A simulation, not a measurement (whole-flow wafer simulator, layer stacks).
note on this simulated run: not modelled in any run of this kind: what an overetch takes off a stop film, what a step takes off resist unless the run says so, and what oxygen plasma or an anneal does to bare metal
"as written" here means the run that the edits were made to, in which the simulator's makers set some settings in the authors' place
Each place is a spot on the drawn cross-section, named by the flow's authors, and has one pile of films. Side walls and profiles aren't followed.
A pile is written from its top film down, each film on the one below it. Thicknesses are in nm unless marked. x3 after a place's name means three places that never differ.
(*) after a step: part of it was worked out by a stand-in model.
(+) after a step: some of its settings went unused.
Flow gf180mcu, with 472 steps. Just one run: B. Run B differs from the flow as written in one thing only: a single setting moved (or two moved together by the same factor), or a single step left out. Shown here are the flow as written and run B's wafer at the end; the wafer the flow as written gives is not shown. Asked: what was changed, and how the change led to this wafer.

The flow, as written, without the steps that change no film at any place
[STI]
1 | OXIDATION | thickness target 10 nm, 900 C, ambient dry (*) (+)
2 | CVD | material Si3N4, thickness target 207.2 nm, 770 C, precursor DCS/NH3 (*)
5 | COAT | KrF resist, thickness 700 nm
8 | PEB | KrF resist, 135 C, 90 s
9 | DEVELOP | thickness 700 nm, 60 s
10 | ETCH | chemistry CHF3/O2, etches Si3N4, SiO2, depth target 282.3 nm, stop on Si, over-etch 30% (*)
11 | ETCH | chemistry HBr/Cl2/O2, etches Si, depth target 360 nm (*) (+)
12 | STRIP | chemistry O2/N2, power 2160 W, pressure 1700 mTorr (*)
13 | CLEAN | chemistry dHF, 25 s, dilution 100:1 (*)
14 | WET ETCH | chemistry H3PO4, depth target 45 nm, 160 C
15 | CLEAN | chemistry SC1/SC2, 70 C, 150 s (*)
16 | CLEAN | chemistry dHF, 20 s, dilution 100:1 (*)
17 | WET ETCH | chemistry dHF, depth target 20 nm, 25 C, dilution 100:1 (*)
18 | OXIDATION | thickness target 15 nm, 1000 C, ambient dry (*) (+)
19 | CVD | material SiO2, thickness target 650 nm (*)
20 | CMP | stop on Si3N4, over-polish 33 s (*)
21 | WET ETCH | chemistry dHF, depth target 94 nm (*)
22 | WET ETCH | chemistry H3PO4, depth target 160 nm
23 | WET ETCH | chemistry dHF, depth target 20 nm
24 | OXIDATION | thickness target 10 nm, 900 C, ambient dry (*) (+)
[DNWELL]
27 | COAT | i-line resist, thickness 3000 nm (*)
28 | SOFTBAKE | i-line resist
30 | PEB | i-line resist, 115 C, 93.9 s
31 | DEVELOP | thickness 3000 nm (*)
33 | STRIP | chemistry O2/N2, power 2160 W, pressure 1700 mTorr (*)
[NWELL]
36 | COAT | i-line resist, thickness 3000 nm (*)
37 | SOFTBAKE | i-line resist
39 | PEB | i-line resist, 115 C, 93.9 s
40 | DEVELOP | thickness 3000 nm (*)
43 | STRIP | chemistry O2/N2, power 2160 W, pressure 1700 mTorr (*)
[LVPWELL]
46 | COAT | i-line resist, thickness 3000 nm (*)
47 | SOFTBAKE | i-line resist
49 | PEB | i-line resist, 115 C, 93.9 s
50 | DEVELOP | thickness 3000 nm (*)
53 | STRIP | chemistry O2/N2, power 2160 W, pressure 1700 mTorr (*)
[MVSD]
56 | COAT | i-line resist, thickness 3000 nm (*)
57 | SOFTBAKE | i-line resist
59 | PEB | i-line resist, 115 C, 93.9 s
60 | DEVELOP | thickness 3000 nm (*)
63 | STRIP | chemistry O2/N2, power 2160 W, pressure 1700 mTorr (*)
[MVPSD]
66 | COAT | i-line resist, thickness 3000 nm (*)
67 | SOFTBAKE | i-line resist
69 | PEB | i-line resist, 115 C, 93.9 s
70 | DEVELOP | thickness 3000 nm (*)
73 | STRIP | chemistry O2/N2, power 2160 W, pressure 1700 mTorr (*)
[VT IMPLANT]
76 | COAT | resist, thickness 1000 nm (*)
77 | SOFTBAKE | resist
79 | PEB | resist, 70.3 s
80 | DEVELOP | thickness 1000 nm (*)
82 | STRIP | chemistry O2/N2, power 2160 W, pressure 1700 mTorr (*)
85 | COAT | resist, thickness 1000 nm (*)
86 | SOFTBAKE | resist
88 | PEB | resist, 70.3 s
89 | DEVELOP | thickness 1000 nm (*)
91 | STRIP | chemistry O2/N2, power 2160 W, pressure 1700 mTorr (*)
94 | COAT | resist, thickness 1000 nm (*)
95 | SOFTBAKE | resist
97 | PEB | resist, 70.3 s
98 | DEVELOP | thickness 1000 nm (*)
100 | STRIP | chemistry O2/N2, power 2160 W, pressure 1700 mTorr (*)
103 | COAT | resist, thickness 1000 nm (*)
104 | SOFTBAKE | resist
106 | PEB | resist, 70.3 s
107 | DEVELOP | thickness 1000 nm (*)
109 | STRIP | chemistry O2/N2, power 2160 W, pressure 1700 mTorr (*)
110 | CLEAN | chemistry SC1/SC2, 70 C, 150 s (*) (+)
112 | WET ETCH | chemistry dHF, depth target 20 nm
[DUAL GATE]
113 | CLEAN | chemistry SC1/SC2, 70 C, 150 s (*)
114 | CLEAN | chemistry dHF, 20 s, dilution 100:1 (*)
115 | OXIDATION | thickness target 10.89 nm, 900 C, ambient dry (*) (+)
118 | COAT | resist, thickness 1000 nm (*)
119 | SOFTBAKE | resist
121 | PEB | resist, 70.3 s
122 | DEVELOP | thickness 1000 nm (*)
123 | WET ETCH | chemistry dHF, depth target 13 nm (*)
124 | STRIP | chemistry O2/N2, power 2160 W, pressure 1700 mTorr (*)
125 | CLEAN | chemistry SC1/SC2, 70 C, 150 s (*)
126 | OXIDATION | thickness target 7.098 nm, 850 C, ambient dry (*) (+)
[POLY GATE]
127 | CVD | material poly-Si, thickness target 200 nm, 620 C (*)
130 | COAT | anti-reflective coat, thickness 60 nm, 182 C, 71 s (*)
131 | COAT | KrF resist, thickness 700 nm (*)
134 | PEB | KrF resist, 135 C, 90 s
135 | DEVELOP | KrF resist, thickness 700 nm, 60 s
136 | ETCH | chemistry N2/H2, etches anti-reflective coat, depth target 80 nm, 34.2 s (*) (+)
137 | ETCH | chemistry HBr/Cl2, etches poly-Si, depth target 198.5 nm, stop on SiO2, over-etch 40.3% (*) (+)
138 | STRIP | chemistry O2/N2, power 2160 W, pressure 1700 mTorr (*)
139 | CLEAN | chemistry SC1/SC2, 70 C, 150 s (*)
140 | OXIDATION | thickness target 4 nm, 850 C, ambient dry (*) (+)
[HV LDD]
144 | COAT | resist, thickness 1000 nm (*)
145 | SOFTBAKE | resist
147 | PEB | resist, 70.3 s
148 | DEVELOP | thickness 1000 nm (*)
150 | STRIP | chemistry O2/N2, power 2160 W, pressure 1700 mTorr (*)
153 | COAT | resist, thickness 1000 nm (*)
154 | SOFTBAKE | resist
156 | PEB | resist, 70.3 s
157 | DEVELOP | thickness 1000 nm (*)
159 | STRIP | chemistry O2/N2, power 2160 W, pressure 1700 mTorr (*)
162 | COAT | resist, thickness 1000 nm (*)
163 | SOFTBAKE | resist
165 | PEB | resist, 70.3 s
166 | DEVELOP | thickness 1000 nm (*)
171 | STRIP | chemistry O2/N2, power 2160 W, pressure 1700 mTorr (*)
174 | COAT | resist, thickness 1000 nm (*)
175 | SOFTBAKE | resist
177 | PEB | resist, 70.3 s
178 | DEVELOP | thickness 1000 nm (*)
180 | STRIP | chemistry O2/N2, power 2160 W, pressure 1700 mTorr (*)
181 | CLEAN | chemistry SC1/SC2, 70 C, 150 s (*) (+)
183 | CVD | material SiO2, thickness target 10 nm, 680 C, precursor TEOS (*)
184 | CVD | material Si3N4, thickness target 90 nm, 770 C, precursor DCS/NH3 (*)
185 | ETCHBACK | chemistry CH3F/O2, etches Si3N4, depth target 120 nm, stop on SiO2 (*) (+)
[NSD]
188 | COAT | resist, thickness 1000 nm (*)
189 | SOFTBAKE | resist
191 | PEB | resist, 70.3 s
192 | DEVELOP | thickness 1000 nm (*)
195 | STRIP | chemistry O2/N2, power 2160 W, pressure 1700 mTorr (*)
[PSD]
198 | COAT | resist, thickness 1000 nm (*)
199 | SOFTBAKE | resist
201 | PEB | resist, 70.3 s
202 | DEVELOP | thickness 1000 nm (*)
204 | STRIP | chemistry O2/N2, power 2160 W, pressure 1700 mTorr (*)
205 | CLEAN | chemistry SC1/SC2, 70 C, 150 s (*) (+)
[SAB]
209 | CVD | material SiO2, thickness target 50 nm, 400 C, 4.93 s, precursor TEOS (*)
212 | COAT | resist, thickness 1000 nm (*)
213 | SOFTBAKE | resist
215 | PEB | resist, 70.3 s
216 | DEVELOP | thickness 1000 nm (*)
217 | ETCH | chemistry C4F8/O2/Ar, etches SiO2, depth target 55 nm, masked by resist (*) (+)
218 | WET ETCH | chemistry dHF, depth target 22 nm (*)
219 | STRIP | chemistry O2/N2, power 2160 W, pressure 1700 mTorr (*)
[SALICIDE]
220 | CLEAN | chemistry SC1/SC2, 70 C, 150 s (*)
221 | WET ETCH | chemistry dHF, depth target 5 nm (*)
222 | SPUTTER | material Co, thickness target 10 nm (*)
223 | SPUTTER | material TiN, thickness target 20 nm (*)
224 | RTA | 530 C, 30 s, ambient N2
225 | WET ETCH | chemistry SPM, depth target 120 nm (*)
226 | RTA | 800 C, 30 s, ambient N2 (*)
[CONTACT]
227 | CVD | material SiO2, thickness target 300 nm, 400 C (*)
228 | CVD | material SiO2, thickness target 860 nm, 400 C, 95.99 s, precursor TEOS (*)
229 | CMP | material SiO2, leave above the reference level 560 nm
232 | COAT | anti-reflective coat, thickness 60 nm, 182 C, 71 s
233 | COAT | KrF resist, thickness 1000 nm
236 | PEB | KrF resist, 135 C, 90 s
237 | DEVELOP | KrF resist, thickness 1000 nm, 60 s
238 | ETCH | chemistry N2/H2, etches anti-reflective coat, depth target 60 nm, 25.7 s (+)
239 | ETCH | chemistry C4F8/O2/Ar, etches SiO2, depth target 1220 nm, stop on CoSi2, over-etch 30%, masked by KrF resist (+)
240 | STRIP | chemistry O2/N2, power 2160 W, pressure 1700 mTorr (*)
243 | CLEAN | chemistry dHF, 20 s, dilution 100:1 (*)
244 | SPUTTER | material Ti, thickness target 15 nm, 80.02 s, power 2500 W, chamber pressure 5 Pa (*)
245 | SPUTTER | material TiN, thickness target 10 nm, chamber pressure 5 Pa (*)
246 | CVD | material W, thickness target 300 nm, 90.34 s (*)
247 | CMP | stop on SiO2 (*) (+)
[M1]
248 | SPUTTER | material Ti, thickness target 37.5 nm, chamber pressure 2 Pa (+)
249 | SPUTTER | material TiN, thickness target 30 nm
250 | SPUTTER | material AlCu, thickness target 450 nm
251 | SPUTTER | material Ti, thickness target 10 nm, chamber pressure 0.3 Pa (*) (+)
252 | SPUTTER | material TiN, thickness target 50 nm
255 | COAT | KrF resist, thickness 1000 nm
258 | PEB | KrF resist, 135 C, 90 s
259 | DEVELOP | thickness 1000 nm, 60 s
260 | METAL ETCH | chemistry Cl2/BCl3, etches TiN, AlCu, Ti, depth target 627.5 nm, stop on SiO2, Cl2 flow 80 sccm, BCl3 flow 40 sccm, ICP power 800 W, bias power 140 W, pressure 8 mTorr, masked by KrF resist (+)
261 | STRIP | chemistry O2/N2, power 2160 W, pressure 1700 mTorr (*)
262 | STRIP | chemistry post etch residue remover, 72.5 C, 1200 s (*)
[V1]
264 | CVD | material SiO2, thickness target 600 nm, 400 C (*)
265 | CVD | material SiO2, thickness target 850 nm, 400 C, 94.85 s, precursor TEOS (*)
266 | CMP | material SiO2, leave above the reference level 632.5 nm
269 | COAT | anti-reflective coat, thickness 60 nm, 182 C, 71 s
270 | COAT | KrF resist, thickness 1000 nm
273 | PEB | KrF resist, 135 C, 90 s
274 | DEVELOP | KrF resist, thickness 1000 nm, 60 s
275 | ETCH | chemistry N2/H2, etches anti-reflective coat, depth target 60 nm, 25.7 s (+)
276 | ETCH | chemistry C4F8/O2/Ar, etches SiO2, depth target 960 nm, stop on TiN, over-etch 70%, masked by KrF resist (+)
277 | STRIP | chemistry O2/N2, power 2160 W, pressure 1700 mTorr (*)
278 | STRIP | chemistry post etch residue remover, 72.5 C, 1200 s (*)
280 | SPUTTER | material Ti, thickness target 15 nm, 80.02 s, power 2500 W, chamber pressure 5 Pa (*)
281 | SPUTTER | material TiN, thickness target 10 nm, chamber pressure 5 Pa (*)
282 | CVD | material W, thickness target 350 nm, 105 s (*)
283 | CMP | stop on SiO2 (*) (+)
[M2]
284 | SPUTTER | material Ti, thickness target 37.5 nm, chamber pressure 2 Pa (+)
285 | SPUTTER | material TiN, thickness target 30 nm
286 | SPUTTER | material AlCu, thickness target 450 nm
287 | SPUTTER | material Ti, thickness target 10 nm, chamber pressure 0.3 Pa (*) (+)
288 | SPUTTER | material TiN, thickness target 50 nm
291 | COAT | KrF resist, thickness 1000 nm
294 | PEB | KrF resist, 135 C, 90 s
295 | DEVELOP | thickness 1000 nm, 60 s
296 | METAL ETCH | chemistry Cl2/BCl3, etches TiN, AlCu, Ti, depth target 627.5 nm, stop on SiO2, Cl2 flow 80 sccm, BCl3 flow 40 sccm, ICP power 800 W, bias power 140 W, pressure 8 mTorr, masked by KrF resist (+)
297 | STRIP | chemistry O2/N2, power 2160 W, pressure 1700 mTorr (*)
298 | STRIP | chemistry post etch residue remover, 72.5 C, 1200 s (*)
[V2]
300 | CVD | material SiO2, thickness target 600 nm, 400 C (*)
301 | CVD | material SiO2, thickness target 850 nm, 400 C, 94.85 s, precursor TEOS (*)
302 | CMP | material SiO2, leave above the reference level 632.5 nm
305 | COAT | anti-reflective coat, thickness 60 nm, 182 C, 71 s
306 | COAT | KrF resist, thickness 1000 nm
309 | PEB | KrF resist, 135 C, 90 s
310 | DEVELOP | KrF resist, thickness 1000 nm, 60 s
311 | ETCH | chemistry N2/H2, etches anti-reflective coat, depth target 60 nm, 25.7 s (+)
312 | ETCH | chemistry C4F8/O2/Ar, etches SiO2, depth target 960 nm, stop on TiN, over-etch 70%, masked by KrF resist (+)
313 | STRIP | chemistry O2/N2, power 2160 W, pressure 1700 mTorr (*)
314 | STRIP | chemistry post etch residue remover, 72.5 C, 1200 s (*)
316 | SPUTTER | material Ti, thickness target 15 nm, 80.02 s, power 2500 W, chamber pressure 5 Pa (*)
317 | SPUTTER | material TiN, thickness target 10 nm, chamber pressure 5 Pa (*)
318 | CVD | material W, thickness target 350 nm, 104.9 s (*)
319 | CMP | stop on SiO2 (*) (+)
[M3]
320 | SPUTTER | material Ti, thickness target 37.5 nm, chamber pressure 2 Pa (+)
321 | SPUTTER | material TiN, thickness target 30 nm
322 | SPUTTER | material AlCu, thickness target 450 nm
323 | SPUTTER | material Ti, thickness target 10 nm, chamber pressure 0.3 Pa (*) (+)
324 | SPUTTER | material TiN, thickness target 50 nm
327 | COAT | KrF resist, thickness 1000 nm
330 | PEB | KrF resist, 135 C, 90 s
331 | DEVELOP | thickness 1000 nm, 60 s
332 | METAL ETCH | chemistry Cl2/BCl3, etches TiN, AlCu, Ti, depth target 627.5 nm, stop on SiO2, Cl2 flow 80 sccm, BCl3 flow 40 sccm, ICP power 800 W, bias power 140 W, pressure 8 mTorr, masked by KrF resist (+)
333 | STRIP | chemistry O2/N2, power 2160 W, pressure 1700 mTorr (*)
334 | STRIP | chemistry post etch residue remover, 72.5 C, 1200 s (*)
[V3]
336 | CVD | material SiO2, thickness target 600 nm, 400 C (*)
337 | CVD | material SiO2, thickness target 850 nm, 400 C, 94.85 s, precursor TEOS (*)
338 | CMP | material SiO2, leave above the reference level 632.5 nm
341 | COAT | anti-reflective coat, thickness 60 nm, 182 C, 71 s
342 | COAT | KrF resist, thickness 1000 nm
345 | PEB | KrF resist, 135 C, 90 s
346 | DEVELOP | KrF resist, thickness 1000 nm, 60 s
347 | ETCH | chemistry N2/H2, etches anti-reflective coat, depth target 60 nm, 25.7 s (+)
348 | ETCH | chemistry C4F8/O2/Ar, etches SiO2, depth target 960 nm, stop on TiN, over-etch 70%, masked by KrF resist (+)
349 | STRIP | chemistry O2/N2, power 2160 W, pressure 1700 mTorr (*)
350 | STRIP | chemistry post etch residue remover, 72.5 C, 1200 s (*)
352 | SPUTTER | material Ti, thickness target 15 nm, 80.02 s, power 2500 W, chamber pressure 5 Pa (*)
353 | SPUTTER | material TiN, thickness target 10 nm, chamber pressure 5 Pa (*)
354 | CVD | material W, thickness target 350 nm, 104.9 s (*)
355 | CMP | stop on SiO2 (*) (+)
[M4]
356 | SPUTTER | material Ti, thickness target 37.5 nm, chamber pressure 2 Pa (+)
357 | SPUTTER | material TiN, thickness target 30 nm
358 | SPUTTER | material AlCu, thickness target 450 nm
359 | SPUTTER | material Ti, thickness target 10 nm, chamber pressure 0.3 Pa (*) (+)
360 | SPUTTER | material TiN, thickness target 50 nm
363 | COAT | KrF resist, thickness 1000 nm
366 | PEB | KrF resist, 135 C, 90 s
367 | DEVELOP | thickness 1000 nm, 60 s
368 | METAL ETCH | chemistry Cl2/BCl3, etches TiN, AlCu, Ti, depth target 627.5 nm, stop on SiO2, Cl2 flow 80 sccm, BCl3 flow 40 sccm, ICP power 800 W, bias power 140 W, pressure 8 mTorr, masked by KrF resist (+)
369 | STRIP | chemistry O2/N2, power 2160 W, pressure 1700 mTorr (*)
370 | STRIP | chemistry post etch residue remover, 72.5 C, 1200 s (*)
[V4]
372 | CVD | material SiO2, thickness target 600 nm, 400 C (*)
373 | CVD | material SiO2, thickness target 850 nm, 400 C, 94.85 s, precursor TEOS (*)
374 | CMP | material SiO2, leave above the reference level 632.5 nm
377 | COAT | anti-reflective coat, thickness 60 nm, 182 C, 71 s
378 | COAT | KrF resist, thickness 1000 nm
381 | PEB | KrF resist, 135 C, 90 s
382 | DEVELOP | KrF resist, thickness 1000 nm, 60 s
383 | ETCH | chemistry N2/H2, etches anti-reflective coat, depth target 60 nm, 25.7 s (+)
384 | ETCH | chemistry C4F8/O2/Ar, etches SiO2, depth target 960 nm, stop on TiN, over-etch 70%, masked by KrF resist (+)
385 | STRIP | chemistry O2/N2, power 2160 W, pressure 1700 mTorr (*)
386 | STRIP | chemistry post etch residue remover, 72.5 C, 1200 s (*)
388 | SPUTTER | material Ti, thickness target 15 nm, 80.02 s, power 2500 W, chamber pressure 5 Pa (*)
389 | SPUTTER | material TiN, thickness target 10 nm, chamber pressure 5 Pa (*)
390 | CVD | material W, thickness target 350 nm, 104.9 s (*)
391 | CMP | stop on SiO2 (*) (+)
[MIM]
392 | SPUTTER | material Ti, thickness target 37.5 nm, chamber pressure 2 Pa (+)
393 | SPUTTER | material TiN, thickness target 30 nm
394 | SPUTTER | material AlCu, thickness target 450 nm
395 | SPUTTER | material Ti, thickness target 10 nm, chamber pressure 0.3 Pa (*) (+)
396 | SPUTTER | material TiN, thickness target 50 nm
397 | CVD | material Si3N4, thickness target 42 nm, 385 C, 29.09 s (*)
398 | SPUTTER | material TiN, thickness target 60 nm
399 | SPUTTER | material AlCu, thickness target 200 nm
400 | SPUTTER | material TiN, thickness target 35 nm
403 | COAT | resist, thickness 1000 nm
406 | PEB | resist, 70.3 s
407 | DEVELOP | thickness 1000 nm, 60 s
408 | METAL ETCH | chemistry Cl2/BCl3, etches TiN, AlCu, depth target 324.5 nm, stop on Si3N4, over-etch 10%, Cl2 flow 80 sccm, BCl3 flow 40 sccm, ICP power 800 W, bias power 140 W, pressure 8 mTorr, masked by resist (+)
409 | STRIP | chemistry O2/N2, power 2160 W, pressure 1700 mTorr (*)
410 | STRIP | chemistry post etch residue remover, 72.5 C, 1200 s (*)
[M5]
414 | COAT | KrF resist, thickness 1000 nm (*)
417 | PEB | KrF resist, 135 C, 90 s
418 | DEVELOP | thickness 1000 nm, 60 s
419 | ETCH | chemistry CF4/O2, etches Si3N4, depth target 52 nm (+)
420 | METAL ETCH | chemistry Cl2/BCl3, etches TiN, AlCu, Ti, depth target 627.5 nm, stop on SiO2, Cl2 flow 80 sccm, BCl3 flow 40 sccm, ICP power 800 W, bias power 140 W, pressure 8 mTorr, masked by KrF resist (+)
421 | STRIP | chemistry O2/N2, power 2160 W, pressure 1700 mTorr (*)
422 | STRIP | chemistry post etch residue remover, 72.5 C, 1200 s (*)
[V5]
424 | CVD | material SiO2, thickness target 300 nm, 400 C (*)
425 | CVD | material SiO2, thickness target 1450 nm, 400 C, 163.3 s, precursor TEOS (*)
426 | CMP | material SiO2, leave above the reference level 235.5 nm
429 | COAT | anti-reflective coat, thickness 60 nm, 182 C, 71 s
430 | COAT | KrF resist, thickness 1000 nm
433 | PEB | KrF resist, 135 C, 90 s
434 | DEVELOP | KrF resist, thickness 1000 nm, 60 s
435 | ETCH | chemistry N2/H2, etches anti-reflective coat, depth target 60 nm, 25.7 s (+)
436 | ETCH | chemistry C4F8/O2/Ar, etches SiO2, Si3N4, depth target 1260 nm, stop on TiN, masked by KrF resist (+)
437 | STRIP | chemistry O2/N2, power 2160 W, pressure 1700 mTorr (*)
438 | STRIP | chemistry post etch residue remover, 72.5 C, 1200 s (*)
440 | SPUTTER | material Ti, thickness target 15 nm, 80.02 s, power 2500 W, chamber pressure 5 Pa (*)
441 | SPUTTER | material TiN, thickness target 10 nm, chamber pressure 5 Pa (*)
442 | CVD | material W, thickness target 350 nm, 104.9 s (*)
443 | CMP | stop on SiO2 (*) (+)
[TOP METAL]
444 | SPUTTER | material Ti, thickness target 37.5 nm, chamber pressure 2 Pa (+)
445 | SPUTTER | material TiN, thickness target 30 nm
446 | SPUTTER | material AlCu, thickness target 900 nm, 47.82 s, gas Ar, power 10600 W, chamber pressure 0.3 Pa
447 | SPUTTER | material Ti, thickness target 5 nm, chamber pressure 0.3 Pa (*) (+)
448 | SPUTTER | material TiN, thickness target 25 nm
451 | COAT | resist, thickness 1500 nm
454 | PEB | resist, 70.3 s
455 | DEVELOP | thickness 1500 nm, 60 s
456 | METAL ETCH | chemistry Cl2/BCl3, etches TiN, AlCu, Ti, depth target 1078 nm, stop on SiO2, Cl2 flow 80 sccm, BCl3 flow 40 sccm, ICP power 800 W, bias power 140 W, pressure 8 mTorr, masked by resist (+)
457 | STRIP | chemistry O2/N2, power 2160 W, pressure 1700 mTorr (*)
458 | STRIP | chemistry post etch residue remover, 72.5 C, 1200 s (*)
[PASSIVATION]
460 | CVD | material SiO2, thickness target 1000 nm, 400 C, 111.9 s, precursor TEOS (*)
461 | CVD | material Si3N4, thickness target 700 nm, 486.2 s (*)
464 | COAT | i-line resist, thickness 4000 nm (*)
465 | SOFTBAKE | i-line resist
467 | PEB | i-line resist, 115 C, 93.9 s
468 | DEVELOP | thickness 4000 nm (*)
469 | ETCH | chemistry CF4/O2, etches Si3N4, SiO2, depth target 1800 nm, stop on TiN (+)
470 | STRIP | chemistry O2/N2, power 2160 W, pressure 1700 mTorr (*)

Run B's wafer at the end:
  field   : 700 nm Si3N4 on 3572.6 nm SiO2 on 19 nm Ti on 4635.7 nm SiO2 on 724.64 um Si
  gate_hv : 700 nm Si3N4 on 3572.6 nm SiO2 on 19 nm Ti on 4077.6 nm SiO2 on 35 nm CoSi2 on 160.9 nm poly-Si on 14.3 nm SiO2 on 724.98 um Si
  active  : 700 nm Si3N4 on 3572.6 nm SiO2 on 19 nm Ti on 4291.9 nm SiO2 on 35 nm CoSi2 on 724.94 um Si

The reason: step 368, METAL ETCH: depth target 558.5 nm was run, whereas the flow has depth target 627.5 nm.

Step by step, how the change led to this:
  368 | METAL ETCH | chemistry Cl2/BCl3, etches TiN, AlCu, Ti, depth target 627.5 nm, stop on SiO2, Cl2 flow 80 sccm, BCl3 flow 40 sccm, ICP power 800 W, bias power 140 W, pressure 8 mTorr, masked by KrF resist (+)
      field, field__w1, field__w2 and 103 more: -50 TiN (all of it), -10 Ti (all of it), -450 AlCu (all of it), -30 TiN (all of it), -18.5 Ti (in the flow as written it would be: -50 TiN (all of it), -10 Ti (all of it), -450 AlCu (all of it), -30 TiN (all of it), -37.5 Ti (all of it))
      field__w8, contact, m1, m1__w1, m1_nw: -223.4 KrF resist (in the flow as written it would be: -251 KrF resist)
  369 | STRIP | chemistry O2/N2, power 2160 W, pressure 1700 mTorr (*)
      field__w8, contact, m1, m1__w1, m1_nw: -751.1 KrF resist (all of it) (in the flow as written it would be: -723.5 KrF resist (all of it))
  372 | CVD | material SiO2, thickness target 600 nm, 400 C (*)
      field, field__w1, field__w2 and 103 more: +600 SiO2 (new film) (in the flow as written it would be: +600 SiO2)
  374 | CMP | material SiO2, leave above the reference level 632.5 nm
      field, field__w1, field__w2 and 103 more: -319 SiO2 (in the flow as written it would be: -300 SiO2)
Taking metal films that touch as one body, field has 1 body; the flow as written gives 0 bodies.
Taking metal films that touch as one body, gate_hv has 2 bodies (between them, from the top down: SiO2 4077.6); the flow as written gives 1 body.
Taking metal films that touch as one body, active has 2 bodies (between them, from the top down: SiO2 4291.9); the flow as written gives 1 body.
